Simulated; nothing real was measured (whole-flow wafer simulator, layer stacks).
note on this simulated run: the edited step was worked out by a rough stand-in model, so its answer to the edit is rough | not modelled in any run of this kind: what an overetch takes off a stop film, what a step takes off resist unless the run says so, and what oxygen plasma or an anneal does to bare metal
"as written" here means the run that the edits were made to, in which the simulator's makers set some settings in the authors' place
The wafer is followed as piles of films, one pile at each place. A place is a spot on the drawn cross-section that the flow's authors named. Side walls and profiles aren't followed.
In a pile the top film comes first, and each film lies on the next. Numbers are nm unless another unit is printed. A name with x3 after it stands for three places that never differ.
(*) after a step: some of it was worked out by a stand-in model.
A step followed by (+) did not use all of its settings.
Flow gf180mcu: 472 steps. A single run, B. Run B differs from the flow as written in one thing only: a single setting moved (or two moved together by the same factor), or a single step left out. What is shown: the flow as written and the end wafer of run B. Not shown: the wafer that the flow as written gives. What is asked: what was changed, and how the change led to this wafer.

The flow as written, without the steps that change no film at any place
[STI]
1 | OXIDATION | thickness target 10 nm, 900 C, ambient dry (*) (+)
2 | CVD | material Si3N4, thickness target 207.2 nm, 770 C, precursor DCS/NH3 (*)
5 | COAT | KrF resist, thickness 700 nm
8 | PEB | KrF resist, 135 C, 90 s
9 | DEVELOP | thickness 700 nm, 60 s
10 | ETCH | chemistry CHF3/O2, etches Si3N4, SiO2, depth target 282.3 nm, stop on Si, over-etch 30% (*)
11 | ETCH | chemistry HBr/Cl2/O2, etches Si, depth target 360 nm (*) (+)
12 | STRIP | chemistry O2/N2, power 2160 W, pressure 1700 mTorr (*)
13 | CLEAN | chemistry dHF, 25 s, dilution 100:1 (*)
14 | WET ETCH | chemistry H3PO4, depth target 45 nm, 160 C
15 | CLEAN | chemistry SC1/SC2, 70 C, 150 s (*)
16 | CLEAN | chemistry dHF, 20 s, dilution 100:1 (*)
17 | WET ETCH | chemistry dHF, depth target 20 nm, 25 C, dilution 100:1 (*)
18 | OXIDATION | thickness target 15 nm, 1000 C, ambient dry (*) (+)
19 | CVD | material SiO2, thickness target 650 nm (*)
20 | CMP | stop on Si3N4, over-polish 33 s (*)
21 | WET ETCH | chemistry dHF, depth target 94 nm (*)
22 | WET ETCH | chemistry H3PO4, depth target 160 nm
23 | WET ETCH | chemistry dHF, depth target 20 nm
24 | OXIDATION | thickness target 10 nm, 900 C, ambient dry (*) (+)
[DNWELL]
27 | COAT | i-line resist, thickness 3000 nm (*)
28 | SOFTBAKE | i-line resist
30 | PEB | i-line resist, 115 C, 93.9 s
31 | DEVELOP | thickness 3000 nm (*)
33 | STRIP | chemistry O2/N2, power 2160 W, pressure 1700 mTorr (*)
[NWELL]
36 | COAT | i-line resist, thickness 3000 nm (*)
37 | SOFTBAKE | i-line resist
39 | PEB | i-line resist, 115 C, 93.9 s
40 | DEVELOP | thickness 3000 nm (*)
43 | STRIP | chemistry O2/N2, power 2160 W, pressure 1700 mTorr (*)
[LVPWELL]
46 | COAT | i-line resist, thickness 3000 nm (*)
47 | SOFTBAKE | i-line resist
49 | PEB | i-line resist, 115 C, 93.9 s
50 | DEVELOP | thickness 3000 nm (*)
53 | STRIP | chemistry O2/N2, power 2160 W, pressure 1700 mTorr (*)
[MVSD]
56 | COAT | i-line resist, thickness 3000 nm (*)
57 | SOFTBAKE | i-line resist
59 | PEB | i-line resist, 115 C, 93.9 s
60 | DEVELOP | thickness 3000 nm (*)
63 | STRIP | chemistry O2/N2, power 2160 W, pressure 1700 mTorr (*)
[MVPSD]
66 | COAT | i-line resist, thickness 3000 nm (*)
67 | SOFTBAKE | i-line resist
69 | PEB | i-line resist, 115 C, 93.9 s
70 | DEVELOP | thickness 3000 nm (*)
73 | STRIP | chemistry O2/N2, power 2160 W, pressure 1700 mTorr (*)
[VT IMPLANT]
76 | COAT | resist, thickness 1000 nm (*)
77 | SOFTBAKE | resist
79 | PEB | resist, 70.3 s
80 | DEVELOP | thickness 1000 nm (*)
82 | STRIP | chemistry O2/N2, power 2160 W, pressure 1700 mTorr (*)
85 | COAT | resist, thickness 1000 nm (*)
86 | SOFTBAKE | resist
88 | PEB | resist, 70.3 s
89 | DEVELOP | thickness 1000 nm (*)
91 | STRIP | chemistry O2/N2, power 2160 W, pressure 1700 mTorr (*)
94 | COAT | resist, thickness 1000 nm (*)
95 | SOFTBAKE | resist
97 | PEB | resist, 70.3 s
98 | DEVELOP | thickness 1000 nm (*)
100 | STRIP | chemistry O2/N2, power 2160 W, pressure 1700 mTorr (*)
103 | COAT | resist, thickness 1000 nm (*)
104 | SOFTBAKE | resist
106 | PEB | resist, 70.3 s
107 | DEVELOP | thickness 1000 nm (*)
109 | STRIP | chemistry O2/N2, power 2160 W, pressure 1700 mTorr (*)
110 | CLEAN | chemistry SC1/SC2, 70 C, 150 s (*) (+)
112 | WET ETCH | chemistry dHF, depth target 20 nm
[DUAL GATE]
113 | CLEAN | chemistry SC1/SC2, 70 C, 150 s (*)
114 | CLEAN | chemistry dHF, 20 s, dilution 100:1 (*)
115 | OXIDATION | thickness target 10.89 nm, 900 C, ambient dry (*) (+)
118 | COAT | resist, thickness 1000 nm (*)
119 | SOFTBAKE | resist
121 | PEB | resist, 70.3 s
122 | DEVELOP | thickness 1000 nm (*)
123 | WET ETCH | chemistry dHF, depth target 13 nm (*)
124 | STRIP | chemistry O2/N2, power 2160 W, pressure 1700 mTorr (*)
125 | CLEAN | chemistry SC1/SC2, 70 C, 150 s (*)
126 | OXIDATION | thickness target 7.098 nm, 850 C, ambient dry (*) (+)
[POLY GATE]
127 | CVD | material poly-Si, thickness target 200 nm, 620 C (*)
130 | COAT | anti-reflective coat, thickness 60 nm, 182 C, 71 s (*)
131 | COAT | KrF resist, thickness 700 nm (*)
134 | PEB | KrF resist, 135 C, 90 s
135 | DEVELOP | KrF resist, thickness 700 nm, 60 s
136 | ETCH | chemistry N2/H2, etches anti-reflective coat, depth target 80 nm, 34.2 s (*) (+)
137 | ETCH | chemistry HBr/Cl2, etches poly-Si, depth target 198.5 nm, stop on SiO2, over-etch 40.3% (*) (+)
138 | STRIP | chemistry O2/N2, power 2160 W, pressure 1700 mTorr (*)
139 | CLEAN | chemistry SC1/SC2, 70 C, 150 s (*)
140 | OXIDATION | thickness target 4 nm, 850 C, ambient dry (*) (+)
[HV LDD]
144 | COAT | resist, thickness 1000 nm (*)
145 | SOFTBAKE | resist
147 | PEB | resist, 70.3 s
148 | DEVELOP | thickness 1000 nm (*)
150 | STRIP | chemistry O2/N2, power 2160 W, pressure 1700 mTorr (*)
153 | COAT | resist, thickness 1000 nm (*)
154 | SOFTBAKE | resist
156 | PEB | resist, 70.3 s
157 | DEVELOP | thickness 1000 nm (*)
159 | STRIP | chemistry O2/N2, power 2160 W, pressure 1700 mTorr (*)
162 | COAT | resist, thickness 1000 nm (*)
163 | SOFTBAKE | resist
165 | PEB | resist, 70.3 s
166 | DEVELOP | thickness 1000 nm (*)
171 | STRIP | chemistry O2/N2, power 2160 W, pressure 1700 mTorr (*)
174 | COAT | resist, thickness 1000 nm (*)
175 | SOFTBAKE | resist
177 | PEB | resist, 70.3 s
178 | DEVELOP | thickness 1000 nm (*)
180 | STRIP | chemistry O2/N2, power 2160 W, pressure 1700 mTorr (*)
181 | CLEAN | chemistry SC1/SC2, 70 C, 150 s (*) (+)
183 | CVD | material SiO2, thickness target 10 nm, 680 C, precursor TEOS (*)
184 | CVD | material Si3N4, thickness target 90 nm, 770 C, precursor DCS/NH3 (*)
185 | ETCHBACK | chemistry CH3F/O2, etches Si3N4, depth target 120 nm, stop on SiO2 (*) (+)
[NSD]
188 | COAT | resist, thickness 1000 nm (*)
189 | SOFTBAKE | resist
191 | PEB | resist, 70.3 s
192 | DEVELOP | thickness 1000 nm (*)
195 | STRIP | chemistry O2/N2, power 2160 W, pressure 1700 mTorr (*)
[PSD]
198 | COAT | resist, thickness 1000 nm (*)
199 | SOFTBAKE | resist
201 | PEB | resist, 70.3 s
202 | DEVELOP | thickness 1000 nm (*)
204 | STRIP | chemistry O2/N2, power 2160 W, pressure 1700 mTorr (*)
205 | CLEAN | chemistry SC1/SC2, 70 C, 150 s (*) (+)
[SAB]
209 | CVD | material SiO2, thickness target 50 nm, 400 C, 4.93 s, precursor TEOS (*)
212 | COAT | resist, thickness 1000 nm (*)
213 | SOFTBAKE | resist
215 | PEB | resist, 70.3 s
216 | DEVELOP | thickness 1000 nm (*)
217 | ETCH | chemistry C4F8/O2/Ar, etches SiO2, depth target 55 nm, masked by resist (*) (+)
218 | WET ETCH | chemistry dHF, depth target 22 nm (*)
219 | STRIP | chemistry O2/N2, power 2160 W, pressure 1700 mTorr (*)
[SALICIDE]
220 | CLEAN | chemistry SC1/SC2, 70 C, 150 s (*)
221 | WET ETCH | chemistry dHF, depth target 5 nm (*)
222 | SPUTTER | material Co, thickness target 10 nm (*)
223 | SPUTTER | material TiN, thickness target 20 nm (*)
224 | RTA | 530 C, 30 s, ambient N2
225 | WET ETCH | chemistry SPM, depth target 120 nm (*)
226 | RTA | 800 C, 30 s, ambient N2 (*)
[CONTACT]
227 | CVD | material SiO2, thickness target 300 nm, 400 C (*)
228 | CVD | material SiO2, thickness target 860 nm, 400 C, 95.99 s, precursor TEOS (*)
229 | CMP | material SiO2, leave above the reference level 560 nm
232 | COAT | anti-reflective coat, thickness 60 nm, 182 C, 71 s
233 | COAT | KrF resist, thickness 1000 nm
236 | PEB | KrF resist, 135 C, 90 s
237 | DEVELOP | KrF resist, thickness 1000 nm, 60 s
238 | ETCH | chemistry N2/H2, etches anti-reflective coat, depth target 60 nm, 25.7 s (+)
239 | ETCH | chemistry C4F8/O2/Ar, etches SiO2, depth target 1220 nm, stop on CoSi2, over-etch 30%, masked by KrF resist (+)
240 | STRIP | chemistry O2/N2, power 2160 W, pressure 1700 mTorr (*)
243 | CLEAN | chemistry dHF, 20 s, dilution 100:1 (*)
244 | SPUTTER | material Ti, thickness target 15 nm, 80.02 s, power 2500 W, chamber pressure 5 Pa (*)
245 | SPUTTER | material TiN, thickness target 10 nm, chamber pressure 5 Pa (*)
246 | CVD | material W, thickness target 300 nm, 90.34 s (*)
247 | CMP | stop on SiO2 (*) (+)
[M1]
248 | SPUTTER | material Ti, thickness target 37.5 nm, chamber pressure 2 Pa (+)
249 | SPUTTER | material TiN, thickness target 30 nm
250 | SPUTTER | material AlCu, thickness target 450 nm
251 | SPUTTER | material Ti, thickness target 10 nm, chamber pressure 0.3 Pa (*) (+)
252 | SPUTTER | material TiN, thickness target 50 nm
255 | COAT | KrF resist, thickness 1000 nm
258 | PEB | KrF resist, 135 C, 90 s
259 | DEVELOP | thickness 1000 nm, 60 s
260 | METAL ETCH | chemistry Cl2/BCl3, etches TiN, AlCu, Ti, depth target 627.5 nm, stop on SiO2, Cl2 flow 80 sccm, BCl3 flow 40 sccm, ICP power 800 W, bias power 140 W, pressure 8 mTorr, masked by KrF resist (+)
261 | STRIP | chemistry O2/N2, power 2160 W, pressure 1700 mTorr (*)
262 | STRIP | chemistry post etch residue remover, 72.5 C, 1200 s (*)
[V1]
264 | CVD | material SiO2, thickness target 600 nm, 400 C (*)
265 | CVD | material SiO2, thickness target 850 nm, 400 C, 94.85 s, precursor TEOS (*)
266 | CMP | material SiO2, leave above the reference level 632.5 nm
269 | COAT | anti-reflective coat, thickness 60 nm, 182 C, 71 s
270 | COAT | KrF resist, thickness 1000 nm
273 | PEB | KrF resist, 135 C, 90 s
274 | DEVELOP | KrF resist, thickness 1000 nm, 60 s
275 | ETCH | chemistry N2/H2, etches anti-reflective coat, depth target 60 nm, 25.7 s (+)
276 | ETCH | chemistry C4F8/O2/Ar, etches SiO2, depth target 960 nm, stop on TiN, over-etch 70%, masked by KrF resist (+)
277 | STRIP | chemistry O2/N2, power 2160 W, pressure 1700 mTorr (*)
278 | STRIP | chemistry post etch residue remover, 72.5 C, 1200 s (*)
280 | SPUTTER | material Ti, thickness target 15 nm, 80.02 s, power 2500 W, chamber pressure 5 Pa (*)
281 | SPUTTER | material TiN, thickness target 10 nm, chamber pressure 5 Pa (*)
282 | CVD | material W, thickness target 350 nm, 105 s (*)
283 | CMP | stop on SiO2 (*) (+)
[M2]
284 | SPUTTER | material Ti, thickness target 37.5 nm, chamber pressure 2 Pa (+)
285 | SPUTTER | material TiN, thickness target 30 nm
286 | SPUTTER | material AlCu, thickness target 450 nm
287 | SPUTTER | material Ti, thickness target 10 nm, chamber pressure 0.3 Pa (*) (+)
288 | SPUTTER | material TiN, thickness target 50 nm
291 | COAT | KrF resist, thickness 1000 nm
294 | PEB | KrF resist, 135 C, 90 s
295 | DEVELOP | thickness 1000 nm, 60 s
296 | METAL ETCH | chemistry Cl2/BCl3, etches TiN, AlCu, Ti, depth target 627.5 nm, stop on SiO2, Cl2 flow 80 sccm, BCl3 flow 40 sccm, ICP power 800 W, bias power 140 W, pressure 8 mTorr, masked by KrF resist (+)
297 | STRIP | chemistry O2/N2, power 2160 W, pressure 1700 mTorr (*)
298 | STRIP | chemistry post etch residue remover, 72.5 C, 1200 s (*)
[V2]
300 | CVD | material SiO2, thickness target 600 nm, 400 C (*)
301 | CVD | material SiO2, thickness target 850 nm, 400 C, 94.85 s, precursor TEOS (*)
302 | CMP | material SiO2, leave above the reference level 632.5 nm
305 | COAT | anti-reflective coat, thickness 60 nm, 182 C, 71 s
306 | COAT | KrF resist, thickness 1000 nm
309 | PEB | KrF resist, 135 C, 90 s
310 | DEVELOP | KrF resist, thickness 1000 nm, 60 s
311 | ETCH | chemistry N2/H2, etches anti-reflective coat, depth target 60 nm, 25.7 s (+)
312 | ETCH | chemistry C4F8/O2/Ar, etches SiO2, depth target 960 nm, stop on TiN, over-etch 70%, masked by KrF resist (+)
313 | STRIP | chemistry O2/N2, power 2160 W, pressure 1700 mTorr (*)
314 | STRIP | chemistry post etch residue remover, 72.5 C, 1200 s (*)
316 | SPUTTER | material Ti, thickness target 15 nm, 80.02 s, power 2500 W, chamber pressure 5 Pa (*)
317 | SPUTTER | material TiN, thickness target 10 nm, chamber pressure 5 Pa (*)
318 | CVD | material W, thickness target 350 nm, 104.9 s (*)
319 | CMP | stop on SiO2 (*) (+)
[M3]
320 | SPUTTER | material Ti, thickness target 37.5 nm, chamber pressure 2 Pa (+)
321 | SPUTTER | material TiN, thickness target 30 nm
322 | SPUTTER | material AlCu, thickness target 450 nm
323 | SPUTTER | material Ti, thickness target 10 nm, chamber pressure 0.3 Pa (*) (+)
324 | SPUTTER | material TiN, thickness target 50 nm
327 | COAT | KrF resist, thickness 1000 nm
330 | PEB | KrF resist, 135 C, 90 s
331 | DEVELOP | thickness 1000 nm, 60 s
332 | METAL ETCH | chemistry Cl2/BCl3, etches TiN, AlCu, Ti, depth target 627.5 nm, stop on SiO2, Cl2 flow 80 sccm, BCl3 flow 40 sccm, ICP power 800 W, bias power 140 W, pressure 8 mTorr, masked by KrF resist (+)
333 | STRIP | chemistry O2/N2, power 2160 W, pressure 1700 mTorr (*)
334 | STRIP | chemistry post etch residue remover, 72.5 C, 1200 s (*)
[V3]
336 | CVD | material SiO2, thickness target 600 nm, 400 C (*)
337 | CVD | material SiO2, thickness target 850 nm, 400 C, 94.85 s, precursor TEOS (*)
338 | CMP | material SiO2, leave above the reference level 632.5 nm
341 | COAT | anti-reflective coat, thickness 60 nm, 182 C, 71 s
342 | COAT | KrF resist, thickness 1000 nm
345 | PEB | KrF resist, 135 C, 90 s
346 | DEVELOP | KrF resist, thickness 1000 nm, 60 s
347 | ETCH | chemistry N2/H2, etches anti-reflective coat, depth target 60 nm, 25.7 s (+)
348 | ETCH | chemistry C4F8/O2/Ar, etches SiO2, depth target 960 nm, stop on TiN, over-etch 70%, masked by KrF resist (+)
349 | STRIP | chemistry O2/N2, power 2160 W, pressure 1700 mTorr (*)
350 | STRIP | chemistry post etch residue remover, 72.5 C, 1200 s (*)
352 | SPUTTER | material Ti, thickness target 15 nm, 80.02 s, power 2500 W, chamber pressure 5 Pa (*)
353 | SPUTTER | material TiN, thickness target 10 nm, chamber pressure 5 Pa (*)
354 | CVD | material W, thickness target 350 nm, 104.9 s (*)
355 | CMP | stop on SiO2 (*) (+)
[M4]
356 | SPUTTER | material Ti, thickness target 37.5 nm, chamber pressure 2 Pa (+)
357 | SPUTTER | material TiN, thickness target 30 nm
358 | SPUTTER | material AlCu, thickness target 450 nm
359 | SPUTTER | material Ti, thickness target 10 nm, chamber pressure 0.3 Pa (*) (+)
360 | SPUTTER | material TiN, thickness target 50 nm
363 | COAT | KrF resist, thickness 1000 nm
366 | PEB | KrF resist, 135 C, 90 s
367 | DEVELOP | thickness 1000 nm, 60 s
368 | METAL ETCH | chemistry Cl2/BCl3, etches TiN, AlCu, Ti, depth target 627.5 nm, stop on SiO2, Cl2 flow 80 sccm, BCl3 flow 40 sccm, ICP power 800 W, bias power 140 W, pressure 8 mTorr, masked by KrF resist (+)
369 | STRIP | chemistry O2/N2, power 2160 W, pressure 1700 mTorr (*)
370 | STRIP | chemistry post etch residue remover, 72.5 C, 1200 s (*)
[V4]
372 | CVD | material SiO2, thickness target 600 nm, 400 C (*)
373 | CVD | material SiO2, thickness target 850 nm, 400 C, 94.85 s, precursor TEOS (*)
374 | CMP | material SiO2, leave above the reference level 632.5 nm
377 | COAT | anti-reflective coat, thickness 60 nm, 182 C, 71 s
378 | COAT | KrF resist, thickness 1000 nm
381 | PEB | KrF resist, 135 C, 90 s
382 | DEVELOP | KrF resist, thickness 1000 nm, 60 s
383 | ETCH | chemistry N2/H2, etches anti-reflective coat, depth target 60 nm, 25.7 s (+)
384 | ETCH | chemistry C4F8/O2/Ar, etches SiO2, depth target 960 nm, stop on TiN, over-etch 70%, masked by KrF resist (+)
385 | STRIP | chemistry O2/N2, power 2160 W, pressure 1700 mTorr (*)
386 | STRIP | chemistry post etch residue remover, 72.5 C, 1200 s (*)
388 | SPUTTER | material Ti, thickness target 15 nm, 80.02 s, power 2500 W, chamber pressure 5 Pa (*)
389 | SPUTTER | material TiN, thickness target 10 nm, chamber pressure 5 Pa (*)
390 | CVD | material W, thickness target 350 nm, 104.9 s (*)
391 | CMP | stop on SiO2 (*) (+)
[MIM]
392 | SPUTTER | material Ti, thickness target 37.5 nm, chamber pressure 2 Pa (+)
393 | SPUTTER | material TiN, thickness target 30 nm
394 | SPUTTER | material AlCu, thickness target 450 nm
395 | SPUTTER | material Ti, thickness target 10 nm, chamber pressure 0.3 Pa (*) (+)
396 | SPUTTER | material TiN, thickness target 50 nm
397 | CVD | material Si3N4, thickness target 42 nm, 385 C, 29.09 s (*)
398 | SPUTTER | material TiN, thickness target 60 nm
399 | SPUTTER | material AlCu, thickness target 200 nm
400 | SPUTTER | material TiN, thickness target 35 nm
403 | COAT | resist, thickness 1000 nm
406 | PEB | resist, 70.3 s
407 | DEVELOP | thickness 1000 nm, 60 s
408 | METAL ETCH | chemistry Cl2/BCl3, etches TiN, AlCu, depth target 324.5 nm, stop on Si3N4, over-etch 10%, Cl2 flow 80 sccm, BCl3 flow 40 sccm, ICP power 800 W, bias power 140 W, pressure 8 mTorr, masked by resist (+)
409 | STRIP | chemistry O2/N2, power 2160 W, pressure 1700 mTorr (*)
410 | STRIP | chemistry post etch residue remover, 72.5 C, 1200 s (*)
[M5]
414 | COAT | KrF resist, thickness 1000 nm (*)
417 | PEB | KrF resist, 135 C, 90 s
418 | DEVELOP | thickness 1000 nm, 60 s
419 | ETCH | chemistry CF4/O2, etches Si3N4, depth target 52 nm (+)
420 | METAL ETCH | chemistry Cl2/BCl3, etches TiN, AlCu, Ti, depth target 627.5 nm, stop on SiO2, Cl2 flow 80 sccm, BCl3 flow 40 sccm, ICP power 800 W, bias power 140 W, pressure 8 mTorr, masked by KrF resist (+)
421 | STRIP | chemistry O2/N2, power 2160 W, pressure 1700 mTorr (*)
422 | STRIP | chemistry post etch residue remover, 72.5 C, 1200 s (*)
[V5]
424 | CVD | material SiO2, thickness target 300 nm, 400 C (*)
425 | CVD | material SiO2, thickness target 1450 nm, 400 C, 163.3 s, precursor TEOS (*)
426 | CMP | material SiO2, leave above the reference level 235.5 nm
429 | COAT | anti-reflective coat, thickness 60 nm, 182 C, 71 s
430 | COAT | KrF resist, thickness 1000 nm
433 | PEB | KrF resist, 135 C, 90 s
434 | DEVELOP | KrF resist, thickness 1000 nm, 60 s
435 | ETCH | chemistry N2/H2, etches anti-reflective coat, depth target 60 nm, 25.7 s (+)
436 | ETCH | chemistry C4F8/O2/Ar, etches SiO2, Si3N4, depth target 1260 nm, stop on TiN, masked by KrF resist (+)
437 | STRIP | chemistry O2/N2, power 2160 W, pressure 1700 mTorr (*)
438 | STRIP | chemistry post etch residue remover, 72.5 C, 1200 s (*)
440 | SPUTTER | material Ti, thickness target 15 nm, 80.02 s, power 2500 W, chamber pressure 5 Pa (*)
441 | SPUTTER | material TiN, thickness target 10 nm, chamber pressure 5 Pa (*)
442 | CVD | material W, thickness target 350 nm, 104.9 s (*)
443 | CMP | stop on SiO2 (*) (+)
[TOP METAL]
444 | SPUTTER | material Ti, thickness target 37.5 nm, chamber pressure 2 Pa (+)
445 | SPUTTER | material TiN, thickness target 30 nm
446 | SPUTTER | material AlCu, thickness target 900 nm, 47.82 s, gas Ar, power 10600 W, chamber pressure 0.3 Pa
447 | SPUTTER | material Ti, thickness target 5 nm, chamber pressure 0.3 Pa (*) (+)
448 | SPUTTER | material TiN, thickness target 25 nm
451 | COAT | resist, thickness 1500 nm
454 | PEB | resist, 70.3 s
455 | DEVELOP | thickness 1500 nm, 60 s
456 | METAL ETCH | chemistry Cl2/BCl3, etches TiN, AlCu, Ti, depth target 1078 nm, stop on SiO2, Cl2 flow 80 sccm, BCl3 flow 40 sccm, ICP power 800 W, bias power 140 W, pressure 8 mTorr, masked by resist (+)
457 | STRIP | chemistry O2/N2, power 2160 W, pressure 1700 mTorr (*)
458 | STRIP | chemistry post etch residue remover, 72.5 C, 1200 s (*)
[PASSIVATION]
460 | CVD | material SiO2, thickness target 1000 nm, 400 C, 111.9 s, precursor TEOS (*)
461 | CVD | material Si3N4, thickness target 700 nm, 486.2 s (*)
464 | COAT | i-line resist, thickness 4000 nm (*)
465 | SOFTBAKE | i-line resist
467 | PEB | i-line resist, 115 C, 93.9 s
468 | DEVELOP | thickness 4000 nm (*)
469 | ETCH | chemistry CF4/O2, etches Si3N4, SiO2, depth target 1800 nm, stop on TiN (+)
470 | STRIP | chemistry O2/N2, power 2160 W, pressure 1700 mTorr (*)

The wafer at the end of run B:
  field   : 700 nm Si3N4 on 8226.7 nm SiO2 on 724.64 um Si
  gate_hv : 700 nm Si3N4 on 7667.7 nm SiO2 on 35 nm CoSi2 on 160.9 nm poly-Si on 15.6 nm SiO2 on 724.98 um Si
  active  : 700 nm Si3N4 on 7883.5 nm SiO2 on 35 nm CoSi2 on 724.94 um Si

Cause: step 115, OXIDATION: thickness target 12.41 nm was run, while the flow as written has thickness target 10.89 nm.

The path from the change to this, step by step:
  115 | OXIDATION | thickness target 10.89 nm, 900 C, ambient dry (*) (+)
      active, n_well, p_well and 40 more: +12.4 SiO2 (new film), -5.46 Si (as written it would have been: +10.9 SiO2 (new film), -4.79 Si)
  123 | WET ETCH | chemistry dHF, depth target 13 nm (*)
      active, n_well, p_well and 12 more: -12.4 SiO2 (all of it) (as written it would have been: -10.9 SiO2 (all of it))
  189 | SOFTBAKE | resist
      field__w9: -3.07 resist (as written it would have been: +6.92 resist)
  199 | SOFTBAKE | resist
      field__w9: -3.07 resist (as written it would have been: +6.92 resist)
  218 | WET ETCH | chemistry dHF, depth target 22 nm (*)
      ldn_tap, ldn_src, ldn_drn, ldp_tap, ldp_src, ldp_drn, ldp_gr: -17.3 SiO2 (all of it) (as written it would have been: -16 SiO2 (all of it))
      ld_drn_n, ld_sd_p: -16.1 SiO2 (all of it) (as written it would have been: -14.8 SiO2 (all of it))
      (also at 5 further places)
